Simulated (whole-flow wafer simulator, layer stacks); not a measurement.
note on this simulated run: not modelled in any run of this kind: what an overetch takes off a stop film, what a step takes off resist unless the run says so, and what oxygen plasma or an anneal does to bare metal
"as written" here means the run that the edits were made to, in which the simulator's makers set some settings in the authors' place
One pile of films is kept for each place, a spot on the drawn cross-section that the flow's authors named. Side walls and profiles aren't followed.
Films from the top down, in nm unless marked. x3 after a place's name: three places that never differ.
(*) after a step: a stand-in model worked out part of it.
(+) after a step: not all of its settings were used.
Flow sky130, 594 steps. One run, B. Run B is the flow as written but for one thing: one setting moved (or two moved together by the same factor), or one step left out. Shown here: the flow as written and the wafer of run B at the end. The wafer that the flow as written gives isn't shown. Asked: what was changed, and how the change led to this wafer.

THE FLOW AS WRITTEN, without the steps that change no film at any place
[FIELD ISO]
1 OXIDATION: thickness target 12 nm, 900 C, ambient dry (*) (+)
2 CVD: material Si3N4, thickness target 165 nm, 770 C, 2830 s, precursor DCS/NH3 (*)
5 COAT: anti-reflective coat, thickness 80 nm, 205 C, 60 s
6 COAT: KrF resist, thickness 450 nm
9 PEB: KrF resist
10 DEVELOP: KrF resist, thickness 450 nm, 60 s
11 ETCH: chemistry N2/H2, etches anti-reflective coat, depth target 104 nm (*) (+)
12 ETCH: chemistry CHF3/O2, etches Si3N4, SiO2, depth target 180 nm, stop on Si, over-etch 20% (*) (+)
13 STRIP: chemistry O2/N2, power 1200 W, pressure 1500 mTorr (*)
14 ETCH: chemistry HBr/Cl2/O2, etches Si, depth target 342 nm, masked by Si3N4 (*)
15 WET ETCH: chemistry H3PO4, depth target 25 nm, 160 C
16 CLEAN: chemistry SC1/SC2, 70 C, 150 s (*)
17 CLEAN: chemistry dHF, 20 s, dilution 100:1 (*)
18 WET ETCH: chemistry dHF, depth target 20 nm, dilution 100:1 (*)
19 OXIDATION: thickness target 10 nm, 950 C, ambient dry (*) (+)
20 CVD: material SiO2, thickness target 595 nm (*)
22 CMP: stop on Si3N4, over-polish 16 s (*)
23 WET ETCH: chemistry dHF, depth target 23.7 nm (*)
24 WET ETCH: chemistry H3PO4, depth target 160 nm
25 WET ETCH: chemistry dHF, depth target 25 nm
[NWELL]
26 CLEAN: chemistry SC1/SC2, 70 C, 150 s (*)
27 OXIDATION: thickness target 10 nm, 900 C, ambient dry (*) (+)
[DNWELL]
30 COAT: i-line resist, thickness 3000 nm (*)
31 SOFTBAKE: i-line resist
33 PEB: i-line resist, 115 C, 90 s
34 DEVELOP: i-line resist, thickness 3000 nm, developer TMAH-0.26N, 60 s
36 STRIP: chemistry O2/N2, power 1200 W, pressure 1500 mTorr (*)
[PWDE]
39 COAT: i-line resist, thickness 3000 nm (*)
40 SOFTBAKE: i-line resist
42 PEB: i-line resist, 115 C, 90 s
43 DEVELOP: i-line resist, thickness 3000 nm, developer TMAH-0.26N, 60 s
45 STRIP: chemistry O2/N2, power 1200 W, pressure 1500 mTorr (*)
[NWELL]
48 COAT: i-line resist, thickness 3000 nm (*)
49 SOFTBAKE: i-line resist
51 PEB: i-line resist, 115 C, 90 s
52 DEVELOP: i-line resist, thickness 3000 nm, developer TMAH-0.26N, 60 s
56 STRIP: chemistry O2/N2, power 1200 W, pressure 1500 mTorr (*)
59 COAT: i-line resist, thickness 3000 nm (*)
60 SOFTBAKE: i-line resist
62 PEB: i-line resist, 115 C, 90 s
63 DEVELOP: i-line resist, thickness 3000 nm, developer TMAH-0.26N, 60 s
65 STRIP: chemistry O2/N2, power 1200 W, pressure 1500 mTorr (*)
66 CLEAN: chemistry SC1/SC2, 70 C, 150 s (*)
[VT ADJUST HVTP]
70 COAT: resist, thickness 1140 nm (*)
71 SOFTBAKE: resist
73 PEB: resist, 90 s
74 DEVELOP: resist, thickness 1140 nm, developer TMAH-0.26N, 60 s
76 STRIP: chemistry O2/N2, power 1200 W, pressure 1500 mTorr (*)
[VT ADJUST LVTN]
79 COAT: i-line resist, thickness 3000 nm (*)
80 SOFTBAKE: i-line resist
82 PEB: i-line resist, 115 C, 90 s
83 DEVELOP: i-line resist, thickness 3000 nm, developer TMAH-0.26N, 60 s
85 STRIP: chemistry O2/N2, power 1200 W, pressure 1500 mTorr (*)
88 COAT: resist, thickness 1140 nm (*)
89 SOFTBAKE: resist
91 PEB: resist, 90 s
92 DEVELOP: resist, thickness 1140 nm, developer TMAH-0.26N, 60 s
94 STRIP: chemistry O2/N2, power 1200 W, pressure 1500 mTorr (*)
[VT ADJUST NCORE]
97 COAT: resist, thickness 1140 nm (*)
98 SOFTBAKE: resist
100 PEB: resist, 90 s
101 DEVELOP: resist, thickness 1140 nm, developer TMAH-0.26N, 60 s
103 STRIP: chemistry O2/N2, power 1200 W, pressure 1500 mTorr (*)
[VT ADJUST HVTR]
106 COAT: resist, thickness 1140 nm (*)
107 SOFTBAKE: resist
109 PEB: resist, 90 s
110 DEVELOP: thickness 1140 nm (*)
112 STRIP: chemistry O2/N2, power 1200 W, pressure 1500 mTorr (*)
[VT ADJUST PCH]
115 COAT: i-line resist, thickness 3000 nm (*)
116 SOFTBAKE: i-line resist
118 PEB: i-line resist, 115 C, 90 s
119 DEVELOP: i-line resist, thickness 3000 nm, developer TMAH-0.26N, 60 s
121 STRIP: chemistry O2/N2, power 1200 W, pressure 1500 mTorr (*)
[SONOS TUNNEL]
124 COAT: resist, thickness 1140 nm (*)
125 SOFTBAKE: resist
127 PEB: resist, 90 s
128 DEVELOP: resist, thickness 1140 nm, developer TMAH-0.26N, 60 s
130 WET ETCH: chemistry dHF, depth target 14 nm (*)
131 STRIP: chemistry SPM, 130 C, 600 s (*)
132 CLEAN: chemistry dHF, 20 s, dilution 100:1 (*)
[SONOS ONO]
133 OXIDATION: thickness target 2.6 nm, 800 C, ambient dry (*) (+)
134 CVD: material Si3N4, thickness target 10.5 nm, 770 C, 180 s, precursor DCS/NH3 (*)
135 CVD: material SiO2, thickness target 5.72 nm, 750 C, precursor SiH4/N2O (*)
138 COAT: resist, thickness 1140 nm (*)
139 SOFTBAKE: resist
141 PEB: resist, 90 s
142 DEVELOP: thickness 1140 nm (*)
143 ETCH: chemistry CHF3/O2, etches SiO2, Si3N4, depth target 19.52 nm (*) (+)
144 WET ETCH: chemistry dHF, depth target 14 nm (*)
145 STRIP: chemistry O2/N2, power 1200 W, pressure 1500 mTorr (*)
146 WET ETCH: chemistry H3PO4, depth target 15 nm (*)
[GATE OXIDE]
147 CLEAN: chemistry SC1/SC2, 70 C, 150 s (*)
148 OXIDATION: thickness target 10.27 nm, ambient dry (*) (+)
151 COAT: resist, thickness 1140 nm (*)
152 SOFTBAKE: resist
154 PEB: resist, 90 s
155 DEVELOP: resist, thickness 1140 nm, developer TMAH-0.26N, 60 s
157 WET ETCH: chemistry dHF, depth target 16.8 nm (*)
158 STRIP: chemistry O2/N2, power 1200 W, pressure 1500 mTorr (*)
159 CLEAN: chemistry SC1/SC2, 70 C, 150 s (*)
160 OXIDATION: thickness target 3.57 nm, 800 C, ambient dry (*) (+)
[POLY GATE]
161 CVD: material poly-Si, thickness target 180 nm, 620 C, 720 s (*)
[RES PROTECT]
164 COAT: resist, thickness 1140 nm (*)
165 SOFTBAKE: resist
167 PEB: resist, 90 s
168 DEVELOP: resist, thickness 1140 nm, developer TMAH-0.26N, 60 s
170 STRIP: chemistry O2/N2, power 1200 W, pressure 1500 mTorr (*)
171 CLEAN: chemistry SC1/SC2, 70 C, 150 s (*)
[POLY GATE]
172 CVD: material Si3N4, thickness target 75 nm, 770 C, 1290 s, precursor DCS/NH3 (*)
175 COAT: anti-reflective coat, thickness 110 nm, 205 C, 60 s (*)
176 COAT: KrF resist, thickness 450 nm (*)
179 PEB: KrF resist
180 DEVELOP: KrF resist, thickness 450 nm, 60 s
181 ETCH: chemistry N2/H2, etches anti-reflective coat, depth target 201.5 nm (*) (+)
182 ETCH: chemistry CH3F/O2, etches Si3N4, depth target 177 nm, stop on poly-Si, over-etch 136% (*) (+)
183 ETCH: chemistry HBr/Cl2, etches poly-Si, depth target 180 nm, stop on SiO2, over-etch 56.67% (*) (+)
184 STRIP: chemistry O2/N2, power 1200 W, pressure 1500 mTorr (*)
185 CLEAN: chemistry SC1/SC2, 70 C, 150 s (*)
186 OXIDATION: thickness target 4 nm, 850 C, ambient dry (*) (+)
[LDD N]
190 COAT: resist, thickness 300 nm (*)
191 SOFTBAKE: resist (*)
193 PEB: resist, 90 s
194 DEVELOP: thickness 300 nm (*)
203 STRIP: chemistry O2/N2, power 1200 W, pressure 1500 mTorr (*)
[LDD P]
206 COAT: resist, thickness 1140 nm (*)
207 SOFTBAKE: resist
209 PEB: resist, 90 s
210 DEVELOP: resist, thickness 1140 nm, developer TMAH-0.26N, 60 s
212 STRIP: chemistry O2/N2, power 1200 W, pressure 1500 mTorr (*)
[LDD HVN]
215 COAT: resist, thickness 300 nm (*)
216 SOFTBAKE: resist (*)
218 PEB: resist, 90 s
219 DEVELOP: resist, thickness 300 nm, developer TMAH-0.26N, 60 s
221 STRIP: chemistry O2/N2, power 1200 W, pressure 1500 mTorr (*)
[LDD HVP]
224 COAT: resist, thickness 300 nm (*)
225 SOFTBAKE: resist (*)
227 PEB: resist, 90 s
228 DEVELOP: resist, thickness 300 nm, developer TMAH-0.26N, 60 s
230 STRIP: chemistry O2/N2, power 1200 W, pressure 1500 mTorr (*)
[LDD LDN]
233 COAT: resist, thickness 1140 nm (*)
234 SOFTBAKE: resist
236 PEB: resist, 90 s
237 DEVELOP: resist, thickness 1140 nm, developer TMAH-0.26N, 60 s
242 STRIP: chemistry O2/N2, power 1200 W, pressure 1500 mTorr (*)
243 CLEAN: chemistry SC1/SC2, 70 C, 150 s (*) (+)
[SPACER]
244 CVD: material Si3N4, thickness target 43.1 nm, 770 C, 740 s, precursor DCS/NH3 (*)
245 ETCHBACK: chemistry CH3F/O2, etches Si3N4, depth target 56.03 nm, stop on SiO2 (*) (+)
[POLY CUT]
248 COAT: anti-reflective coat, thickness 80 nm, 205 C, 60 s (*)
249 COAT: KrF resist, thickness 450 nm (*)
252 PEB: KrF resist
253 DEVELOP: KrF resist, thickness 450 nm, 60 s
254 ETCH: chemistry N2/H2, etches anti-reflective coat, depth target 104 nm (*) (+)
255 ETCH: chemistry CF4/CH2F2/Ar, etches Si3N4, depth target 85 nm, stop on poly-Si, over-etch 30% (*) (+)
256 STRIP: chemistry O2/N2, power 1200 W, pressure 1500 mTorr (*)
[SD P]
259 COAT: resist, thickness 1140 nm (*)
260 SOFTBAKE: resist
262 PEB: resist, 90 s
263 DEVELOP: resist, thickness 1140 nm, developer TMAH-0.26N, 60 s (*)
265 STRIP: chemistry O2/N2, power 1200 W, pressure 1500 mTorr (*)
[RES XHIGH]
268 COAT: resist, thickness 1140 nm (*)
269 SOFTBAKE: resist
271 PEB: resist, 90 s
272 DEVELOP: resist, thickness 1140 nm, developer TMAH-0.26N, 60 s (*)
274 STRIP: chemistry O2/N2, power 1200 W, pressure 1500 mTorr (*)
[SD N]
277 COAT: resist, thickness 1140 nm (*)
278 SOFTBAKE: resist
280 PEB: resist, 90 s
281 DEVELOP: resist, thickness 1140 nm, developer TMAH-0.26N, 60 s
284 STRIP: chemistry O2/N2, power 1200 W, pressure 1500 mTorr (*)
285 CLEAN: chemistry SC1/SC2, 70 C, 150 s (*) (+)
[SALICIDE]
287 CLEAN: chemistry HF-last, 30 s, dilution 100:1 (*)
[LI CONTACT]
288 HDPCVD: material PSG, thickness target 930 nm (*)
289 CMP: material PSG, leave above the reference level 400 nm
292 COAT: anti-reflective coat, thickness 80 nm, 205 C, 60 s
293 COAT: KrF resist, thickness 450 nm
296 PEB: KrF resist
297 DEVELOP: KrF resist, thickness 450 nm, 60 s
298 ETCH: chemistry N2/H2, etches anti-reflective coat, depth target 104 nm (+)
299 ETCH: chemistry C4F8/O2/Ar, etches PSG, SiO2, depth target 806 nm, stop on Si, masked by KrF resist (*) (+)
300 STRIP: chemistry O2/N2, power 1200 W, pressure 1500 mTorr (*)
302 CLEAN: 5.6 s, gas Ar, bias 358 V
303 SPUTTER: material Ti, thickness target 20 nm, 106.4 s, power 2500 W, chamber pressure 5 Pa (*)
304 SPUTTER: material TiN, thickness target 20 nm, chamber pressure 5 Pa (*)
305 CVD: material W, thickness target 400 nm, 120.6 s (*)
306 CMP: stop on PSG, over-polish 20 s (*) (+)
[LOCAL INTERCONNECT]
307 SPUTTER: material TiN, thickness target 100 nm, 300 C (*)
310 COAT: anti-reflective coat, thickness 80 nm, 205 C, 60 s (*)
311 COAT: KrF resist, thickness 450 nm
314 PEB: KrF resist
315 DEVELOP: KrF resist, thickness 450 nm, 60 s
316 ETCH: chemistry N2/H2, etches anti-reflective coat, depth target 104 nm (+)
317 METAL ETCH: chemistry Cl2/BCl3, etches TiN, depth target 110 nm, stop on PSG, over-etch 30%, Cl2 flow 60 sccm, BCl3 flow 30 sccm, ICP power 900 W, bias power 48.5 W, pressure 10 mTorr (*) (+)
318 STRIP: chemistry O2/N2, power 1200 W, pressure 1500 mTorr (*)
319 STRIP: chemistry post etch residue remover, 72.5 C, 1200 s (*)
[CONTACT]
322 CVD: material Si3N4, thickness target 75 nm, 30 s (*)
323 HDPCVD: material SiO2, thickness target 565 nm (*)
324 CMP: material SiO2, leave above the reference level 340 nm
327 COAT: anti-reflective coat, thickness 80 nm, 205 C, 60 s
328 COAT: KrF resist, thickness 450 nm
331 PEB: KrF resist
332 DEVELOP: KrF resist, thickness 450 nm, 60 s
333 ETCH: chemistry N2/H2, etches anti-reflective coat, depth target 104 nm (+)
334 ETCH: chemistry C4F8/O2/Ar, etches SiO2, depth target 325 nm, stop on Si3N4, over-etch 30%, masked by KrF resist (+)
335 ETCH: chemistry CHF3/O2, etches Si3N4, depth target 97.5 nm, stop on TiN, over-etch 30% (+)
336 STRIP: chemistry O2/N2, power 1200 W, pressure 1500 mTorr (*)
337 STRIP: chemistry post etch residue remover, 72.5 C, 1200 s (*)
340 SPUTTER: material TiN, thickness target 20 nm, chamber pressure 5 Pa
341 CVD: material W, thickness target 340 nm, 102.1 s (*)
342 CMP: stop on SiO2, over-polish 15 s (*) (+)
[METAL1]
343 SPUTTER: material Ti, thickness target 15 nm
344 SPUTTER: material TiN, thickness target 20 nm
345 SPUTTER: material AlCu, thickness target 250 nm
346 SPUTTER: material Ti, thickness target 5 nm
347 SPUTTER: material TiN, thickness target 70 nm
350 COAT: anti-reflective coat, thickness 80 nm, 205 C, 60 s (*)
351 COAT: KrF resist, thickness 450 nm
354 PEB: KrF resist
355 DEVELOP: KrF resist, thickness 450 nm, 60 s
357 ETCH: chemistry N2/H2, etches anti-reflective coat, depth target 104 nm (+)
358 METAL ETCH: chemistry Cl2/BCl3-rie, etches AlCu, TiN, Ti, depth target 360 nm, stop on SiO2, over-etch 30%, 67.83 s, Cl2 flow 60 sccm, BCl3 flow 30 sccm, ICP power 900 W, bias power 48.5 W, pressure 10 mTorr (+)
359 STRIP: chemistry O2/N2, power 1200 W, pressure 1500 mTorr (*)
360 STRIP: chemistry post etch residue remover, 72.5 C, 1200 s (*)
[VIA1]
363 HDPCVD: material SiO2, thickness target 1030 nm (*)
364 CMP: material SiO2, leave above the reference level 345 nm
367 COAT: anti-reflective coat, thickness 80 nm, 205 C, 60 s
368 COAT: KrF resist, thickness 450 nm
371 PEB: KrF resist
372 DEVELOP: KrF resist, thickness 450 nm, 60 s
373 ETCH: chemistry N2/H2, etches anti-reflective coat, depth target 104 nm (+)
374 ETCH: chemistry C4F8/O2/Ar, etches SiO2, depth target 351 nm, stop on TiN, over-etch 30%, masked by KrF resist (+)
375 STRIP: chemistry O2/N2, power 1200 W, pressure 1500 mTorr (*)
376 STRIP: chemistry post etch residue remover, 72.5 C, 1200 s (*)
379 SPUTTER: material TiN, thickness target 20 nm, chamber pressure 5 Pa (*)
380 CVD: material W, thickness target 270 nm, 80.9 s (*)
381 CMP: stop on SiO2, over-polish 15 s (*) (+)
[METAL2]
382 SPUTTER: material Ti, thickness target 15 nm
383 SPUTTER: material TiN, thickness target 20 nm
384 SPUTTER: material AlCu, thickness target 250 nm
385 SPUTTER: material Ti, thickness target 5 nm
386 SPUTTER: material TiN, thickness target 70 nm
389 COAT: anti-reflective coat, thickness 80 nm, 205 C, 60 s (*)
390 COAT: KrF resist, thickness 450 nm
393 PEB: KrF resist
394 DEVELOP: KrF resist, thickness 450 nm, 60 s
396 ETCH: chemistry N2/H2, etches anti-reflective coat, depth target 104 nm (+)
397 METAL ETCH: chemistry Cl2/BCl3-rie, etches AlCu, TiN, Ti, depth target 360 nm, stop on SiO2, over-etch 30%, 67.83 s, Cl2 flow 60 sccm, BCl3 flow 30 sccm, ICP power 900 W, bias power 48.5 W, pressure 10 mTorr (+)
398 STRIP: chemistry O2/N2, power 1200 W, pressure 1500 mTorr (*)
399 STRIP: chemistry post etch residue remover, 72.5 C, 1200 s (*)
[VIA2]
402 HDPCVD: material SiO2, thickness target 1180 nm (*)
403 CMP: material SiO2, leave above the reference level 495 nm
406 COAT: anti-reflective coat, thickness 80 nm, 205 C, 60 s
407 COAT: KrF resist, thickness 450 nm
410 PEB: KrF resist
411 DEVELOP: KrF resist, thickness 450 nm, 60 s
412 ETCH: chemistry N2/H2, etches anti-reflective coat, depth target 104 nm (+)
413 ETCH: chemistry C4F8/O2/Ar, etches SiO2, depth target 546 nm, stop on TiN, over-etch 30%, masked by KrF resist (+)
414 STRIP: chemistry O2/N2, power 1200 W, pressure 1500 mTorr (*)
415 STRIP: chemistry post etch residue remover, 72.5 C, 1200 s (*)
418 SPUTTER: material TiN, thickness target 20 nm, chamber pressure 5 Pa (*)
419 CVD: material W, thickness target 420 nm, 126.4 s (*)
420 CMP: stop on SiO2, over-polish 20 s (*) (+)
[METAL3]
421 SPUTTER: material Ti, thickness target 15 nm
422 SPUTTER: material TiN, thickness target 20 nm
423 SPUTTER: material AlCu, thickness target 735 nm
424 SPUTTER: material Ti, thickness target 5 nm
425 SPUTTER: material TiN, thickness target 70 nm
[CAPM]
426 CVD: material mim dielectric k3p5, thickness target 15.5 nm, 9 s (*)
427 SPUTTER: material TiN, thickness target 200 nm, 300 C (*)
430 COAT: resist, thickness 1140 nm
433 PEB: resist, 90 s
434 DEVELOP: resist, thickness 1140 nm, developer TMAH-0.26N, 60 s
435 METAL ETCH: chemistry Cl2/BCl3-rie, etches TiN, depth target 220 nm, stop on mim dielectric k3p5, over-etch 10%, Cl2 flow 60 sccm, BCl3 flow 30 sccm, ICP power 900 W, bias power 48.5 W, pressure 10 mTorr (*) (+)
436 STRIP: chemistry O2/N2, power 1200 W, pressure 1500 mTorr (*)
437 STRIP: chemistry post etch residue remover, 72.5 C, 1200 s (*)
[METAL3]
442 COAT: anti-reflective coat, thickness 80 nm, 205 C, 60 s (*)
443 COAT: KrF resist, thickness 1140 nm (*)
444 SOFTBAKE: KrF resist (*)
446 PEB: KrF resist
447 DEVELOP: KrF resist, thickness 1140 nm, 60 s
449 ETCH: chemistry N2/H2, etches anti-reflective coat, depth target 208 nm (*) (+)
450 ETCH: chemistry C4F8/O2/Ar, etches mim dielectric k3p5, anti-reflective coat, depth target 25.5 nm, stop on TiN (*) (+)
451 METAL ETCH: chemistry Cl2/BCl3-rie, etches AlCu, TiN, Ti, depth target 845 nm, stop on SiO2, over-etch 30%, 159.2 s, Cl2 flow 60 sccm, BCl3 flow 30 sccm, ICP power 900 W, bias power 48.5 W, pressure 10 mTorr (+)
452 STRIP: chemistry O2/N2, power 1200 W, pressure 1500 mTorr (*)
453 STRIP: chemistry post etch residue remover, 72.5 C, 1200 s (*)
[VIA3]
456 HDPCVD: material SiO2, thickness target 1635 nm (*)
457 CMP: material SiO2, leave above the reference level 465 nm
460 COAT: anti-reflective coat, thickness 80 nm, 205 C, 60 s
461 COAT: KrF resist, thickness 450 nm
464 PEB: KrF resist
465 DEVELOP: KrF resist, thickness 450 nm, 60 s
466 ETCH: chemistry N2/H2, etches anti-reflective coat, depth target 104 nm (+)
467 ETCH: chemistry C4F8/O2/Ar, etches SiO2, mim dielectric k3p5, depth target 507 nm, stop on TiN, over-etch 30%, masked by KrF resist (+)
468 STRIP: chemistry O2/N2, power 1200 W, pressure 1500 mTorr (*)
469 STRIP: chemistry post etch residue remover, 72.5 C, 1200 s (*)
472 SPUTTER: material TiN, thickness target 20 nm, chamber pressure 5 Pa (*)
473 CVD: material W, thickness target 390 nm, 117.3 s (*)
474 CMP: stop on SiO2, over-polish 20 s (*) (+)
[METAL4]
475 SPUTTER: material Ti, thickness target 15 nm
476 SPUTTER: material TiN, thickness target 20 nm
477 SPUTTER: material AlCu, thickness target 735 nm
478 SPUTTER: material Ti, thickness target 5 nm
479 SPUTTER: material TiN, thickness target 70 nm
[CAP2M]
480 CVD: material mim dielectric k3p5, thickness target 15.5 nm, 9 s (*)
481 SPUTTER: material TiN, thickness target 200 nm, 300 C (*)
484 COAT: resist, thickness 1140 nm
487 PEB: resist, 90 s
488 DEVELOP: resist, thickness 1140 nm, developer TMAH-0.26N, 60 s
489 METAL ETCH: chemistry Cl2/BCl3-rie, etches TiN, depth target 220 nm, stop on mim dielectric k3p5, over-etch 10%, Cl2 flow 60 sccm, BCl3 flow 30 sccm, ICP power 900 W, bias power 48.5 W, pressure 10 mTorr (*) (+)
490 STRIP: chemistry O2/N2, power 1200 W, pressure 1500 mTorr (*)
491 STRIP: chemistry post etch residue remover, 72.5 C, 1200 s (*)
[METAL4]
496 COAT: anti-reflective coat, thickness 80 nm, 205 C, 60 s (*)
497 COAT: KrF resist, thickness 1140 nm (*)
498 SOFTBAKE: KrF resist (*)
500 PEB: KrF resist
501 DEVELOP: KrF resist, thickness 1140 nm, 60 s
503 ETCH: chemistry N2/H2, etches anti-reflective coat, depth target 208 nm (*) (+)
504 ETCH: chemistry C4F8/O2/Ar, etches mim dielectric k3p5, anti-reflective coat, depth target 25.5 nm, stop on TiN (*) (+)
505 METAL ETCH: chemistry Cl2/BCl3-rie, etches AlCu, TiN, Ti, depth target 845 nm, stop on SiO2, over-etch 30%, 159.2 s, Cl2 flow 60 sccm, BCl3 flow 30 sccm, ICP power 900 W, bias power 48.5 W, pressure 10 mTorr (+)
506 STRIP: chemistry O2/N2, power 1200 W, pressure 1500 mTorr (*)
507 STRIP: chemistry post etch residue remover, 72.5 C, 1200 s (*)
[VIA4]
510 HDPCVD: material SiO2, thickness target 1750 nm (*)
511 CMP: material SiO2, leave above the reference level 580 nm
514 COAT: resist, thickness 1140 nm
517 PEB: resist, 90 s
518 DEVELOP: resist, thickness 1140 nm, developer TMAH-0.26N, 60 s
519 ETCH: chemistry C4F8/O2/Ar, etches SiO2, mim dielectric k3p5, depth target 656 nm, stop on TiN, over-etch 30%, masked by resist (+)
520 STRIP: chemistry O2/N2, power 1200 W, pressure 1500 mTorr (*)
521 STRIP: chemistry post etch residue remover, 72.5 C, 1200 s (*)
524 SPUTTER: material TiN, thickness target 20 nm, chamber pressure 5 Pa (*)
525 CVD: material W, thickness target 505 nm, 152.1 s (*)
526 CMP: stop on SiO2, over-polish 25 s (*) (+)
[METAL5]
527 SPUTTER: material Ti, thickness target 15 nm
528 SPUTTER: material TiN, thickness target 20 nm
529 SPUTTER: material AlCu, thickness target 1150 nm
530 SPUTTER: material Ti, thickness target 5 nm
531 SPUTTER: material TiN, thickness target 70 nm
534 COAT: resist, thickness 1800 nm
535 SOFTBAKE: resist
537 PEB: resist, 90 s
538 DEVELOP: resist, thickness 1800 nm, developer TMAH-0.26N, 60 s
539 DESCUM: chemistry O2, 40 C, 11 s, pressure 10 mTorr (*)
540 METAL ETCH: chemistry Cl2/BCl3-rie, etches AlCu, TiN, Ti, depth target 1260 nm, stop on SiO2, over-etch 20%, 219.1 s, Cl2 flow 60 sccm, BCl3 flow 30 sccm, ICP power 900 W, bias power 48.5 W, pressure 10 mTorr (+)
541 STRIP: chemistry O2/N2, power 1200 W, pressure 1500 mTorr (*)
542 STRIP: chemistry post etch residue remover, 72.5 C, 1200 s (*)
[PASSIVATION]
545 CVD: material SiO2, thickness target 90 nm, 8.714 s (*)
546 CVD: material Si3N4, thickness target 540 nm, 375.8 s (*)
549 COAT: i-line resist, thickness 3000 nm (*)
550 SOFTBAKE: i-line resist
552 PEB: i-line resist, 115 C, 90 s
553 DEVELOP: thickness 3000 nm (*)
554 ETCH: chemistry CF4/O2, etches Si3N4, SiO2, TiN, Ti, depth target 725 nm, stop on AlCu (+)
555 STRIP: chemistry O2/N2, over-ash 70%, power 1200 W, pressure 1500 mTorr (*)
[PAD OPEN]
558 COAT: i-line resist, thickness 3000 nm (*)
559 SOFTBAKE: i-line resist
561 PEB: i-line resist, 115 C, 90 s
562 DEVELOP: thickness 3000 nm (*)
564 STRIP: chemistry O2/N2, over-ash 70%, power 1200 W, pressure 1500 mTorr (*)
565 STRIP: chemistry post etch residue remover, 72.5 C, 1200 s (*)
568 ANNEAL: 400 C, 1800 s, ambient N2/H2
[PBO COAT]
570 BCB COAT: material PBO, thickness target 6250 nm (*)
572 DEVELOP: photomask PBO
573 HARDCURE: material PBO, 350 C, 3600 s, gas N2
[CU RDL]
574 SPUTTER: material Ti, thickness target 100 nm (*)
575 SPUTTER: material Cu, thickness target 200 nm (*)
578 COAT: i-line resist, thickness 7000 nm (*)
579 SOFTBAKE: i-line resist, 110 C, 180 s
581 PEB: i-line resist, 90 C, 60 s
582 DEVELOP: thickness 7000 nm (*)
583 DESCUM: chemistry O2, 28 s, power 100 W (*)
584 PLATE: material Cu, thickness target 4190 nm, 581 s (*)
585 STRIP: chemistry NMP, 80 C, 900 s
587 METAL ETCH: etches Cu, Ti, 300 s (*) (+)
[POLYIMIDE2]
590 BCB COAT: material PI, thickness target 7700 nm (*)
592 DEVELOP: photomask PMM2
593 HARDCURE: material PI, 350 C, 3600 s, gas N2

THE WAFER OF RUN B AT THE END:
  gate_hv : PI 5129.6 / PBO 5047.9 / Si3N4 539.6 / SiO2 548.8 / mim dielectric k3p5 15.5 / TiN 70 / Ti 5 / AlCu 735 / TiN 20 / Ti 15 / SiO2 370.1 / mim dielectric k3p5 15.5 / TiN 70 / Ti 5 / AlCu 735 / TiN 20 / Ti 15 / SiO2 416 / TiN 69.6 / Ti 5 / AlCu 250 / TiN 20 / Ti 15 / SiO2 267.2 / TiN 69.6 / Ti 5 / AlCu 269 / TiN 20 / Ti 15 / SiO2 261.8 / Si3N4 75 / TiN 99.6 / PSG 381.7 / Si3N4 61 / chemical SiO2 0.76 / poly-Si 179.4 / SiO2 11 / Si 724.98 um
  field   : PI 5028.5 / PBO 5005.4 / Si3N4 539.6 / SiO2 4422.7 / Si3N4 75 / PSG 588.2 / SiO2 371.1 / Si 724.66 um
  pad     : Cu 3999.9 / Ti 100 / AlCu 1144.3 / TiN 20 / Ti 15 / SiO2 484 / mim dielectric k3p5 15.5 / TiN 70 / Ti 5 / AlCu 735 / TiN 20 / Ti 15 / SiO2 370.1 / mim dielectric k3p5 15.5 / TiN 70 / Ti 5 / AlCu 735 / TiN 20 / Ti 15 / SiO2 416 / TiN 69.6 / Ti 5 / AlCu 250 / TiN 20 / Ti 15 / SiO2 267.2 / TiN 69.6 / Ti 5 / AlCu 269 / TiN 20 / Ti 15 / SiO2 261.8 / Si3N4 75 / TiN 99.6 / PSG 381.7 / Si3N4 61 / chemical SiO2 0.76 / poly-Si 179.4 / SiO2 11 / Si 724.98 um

The cause: step 345, SPUTTER: thickness target 269 nm was run, where the flow has thickness target 250 nm.
It can be read off the wafer: gate_hv has AlCu 269, and step 345 as written asks for 250 nm.

How the change led to this, step by step:
  345 SPUTTER: material AlCu, thickness target 250 nm
      field, active, n_well and 188 more: AlCu +269 (new film) (as written it would be: AlCu +250 (new film))
  358 METAL ETCH: chemistry Cl2/BCl3-rie, etches AlCu, TiN, Ti, depth target 360 nm, stop on SiO2, over-etch 30%, 67.83 s, Cl2 flow 60 sccm, BCl3 flow 30 sccm, ICP power 900 W, bias power 48.5 W, pressure 10 mTorr (+)
      field, active, gate and 81 more: TiN -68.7 (all of it), Ti -5 (all of it), AlCu -269 (all of it), TiN -20 (all of it), Ti -15 (all of it), SiO2 -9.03 (as written it would be: TiN -68.7 (all of it), Ti -5 (all of it), AlCu -250 (all of it), TiN -20 (all of it), Ti -15 (all of it), SiO2 -10.9)
  364 CMP: material SiO2, leave above the reference level 345 nm
      field, active, gate and 81 more: SiO2 -372 (as written it would be: SiO2 -389.1)
